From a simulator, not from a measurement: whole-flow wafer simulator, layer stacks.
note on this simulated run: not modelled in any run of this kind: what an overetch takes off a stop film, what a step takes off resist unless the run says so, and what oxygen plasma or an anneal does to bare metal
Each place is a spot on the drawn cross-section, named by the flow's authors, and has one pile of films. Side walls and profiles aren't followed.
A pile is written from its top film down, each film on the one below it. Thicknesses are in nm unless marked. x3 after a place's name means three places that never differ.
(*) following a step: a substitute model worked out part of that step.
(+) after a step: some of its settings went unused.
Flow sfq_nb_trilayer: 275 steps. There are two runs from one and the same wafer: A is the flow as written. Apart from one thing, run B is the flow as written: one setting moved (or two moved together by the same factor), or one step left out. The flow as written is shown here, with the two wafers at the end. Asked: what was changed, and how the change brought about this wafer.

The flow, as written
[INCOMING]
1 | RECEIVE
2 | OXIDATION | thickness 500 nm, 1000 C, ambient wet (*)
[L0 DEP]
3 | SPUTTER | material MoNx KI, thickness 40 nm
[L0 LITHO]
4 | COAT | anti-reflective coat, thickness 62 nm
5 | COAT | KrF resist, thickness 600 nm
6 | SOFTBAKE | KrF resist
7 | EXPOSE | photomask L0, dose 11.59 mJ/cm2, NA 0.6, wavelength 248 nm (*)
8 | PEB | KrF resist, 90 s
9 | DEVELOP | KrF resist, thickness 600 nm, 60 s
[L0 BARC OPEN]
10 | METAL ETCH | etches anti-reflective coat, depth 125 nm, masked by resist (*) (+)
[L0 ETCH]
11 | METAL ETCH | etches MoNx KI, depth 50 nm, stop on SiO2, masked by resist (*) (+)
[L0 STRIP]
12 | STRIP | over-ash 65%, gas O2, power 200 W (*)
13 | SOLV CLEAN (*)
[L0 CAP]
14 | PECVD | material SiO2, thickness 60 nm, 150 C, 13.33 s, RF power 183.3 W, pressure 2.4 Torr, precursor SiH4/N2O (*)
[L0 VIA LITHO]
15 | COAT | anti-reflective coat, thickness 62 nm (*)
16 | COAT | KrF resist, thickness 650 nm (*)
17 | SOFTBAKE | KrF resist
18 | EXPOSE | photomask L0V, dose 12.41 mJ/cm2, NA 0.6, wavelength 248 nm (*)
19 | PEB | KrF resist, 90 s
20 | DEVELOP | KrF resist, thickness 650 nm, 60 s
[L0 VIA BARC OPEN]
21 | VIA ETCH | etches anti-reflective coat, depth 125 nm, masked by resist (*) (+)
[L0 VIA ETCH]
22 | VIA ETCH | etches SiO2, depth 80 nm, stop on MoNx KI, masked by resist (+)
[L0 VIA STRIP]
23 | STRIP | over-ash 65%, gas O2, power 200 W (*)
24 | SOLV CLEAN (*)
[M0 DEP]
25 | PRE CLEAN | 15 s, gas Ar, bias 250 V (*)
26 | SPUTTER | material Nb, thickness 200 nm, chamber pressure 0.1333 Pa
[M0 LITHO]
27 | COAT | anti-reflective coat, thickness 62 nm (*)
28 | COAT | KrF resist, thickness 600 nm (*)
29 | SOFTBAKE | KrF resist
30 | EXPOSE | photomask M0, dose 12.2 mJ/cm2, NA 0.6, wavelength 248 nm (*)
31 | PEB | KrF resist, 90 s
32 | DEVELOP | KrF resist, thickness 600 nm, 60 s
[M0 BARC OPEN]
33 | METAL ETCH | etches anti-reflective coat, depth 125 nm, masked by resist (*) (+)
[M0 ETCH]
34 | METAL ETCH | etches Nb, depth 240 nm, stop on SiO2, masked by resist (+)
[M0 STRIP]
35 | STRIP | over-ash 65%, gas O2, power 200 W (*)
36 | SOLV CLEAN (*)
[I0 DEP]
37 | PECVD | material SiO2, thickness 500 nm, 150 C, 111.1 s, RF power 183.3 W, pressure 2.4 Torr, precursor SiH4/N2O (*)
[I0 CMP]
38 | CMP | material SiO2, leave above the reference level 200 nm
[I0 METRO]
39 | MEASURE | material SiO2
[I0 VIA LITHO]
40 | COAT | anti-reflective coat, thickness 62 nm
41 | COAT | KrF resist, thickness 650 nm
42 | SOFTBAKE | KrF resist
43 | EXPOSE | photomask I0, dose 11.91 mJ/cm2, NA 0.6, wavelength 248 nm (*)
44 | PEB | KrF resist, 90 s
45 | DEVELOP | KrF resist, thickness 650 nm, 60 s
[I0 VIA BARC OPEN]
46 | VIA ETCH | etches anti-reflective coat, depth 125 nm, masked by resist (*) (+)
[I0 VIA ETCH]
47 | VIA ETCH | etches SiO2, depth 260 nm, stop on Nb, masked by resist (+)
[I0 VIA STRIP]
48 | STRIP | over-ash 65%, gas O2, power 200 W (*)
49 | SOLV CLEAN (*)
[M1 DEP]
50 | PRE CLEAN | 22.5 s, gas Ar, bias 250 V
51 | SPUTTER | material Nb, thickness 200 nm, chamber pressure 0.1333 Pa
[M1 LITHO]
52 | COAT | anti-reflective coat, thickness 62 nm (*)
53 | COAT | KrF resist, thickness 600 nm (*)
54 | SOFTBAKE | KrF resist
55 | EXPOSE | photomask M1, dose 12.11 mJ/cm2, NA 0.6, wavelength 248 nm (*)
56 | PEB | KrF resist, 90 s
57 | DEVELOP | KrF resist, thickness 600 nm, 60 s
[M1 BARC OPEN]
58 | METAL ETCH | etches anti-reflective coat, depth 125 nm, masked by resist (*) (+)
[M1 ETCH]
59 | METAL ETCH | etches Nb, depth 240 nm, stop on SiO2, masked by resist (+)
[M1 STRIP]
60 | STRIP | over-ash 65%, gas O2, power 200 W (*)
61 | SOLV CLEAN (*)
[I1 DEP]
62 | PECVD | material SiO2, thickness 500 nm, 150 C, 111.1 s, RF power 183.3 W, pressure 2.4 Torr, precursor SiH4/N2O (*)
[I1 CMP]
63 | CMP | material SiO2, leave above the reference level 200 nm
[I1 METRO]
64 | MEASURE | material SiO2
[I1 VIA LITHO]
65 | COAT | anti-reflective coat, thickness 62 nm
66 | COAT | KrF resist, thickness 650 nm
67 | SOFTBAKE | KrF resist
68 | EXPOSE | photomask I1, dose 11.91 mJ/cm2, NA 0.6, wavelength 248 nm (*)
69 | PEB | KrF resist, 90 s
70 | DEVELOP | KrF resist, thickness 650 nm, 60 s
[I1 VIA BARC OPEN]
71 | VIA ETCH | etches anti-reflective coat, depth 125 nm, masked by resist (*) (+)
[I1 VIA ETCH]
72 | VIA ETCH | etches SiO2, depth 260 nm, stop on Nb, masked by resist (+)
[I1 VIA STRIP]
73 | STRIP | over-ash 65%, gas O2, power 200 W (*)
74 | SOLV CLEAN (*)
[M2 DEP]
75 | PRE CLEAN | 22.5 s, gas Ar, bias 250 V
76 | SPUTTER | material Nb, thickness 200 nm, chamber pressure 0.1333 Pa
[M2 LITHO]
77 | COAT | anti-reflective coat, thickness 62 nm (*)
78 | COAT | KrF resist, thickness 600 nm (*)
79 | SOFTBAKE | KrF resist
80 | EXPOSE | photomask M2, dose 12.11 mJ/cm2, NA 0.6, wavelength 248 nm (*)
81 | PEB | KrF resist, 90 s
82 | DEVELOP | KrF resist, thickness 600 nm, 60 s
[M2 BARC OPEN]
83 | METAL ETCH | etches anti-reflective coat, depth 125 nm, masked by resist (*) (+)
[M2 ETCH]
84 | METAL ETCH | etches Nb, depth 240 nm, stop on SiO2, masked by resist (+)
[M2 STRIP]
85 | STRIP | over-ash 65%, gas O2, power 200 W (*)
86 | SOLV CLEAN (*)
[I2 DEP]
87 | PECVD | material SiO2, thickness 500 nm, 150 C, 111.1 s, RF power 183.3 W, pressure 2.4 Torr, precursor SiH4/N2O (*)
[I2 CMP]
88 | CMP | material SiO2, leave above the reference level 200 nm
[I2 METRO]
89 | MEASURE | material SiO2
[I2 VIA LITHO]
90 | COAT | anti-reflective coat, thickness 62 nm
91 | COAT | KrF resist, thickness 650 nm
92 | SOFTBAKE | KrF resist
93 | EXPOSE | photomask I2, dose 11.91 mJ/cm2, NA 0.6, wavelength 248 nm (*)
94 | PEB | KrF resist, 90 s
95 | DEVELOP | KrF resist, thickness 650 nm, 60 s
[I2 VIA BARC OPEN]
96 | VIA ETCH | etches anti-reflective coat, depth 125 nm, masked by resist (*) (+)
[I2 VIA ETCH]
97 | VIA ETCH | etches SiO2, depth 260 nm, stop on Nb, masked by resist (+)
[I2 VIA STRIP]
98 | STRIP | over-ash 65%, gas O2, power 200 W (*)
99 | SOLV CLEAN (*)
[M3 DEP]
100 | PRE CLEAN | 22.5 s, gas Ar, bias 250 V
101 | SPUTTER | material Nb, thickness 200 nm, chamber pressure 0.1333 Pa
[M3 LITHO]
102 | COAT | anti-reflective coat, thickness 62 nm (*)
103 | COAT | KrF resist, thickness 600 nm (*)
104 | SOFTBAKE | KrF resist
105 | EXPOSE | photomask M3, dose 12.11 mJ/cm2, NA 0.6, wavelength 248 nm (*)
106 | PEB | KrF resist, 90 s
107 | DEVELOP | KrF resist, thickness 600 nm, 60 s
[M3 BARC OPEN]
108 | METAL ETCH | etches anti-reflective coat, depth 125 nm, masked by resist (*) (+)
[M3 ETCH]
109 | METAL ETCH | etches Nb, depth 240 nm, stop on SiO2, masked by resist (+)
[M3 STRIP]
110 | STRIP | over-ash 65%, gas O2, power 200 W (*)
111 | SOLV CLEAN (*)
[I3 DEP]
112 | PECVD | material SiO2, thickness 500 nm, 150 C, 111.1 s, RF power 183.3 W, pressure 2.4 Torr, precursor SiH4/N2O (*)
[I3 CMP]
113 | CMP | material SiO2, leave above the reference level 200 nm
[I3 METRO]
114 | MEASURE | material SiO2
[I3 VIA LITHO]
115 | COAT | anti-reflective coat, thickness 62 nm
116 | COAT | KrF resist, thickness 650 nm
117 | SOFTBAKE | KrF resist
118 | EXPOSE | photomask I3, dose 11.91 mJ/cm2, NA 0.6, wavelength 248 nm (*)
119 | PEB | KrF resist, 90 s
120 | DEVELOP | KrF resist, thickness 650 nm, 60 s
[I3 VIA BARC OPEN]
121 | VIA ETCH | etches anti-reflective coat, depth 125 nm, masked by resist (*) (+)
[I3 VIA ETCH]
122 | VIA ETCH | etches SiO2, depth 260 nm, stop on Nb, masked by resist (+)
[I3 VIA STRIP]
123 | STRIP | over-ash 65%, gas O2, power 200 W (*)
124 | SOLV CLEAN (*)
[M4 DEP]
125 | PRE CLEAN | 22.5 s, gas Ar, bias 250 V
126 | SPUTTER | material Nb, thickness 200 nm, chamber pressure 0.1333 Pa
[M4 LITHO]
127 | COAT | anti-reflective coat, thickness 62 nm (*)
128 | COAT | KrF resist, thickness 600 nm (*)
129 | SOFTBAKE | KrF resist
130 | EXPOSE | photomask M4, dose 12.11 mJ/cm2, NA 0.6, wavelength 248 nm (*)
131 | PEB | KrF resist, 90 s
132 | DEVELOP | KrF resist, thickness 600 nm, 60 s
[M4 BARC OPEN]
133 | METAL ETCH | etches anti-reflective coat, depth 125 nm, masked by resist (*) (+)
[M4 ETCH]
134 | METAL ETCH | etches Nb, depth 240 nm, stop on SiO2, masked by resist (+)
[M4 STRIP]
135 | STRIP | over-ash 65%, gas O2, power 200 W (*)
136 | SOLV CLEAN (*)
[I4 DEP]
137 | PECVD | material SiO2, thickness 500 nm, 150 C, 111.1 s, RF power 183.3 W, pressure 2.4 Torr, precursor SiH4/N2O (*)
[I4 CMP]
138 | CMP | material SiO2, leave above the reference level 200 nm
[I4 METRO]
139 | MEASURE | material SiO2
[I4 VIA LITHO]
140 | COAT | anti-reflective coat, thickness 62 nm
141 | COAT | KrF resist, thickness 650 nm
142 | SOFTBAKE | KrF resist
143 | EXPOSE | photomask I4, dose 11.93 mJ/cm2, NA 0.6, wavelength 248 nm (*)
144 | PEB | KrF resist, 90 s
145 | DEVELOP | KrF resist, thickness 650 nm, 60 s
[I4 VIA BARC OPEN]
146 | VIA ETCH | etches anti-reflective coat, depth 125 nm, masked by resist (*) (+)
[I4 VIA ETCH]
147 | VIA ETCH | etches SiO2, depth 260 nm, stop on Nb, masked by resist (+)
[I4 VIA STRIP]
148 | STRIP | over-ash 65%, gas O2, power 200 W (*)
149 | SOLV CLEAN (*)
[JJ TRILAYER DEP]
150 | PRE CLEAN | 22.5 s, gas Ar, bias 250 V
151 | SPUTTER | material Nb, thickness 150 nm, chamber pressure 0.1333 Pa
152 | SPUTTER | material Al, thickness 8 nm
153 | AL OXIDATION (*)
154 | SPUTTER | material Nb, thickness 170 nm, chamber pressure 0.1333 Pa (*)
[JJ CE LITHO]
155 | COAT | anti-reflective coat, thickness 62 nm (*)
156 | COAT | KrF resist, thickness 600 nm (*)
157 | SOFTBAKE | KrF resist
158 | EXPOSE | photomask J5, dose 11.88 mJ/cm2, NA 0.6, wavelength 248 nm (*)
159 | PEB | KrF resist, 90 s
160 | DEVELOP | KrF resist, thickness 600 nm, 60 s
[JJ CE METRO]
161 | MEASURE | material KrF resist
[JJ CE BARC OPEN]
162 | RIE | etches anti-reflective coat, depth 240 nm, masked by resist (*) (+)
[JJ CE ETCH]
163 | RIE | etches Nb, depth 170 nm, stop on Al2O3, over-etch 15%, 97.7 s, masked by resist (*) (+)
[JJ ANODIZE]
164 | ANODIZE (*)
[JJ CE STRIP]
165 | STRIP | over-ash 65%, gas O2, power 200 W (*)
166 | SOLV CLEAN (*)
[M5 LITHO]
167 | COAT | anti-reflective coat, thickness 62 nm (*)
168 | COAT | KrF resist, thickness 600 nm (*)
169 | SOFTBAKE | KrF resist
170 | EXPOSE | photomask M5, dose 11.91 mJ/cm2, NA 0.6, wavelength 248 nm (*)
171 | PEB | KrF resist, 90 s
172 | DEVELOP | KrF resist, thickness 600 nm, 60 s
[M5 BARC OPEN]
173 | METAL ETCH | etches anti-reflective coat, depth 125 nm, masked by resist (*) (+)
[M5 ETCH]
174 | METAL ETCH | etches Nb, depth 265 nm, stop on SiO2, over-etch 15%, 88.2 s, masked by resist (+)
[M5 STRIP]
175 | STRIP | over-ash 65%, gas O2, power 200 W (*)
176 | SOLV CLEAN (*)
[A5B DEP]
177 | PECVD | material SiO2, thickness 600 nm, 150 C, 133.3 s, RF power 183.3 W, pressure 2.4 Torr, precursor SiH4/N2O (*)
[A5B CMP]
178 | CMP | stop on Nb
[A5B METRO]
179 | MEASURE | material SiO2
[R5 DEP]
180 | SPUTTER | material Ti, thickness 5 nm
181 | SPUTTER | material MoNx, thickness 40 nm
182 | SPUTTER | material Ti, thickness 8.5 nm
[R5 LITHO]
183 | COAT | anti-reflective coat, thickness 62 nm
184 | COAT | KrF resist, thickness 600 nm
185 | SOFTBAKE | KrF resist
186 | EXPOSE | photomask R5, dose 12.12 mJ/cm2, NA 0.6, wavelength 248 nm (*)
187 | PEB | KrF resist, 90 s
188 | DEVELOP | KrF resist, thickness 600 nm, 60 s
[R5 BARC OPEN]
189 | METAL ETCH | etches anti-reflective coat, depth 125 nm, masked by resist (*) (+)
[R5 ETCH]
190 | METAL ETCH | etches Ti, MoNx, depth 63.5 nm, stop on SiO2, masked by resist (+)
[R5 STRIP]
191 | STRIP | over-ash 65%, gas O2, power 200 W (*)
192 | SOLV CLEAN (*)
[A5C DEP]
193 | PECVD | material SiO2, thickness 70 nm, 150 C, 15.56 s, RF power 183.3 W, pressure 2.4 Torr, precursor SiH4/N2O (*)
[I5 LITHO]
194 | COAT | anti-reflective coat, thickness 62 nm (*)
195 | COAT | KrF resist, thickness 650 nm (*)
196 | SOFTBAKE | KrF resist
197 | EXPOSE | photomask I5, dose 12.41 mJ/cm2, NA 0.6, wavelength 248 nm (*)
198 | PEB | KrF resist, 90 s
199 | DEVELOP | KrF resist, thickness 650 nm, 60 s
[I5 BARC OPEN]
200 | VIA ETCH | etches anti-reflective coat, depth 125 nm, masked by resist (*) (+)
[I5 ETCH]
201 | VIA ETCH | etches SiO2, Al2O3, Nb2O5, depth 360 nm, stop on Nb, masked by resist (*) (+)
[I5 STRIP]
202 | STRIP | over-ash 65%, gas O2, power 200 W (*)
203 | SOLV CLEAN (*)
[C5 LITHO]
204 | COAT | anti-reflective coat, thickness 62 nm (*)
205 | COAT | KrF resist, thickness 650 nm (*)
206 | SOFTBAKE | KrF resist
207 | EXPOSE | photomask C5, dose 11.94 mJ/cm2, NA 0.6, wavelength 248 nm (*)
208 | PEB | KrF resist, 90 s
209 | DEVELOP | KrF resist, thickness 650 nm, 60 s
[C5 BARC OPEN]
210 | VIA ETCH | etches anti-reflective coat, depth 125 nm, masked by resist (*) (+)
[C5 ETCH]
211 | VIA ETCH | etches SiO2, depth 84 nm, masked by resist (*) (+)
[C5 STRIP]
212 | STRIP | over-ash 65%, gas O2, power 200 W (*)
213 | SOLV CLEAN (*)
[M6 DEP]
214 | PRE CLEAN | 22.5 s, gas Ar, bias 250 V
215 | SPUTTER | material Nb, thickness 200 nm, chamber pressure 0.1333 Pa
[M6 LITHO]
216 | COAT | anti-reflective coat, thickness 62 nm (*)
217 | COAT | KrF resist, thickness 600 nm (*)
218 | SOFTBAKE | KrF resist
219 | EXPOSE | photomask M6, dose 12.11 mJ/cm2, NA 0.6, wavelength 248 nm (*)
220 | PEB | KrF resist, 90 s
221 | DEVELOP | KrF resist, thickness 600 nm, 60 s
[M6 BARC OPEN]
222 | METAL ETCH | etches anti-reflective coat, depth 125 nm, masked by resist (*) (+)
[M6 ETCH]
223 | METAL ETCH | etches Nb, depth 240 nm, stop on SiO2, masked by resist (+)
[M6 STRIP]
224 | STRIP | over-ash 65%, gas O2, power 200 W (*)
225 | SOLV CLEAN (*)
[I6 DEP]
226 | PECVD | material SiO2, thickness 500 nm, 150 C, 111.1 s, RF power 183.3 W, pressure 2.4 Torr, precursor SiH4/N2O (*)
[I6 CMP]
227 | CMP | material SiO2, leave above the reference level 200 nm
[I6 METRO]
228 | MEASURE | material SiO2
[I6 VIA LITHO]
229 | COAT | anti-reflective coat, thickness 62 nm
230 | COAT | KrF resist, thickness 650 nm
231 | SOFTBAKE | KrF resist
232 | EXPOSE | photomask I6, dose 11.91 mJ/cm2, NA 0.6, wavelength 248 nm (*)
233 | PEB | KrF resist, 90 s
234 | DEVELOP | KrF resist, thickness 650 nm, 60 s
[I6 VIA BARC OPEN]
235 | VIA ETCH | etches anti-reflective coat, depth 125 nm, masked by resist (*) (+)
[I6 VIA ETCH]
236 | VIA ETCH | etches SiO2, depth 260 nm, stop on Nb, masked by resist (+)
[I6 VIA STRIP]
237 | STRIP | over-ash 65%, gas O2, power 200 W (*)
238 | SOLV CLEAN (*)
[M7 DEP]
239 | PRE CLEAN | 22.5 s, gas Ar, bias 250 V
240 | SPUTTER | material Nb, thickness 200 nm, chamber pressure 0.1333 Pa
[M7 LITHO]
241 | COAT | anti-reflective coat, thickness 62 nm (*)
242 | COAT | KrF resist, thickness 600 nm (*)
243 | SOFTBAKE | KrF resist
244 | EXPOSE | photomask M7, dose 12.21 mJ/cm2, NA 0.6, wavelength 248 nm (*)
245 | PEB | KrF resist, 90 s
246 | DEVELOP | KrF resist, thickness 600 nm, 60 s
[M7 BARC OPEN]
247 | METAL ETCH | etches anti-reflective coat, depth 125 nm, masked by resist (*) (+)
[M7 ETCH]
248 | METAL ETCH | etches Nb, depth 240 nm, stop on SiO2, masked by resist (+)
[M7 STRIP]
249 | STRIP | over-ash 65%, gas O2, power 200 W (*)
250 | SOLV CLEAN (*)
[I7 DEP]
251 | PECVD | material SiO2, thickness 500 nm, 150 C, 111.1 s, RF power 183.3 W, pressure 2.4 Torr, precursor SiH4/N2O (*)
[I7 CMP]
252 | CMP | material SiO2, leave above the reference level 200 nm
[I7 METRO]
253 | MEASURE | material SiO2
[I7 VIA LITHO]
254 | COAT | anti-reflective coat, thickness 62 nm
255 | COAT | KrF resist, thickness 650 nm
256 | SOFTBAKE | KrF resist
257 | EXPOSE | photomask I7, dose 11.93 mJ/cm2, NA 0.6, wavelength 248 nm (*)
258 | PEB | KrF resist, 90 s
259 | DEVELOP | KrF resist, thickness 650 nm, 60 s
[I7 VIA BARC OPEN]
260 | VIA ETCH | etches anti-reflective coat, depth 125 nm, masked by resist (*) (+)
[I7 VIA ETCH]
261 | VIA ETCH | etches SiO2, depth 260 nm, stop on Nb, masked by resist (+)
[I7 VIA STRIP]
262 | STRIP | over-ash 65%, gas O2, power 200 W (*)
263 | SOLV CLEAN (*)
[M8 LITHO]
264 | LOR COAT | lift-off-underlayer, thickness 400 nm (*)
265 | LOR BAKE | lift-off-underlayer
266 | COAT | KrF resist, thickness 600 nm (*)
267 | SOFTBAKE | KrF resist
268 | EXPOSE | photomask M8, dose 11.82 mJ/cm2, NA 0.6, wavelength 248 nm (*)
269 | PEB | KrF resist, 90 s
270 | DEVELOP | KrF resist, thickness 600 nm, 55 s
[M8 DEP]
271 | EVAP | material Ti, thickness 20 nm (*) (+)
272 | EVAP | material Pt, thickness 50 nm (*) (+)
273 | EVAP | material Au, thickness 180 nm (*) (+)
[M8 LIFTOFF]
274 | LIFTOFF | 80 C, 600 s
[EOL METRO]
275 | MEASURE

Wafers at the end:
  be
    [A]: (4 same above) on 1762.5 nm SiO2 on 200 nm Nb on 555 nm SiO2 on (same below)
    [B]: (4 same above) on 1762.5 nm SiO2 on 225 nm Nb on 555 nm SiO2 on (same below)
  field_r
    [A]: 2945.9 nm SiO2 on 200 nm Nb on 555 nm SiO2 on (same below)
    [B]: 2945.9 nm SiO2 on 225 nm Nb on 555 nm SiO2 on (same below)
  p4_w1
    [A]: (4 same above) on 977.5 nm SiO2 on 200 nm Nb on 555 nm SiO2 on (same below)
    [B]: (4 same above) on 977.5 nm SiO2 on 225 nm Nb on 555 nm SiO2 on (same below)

What caused this: step 26, SPUTTER: thickness 225 nm was run, while the flow as written has thickness 200 nm.
One can read it off the wafer: be has Nb 225, and step 26 as written asks for 200 nm.

Step by step, how the change led to this:
  26 | SPUTTER | material Nb, thickness 200 nm, chamber pressure 0.1333 Pa
      field_l, v_sur, via_wl and 102 more: A Nb gains 200 (new film) | B Nb gains 225 (new film)
      l0v: A Nb gains 195.7 (new film) | B Nb gains 220.7 (new film)
  34 | METAL ETCH | etches Nb, depth 240 nm, stop on SiO2, masked by resist (+)
      moat, m0r_space_l, m0r_space_r: A Nb loses 200 (all of it) | B Nb loses 225 (all of it)
  37 | PECVD | material SiO2, thickness 500 nm, 150 C, 111.1 s, RF power 183.3 W, pressure 2.4 Torr, precursor SiH4/N2O (*)
      moat, m0r_space_l, m0r_space_r: A SiO2 gains 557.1 | B SiO2 gains 582.1
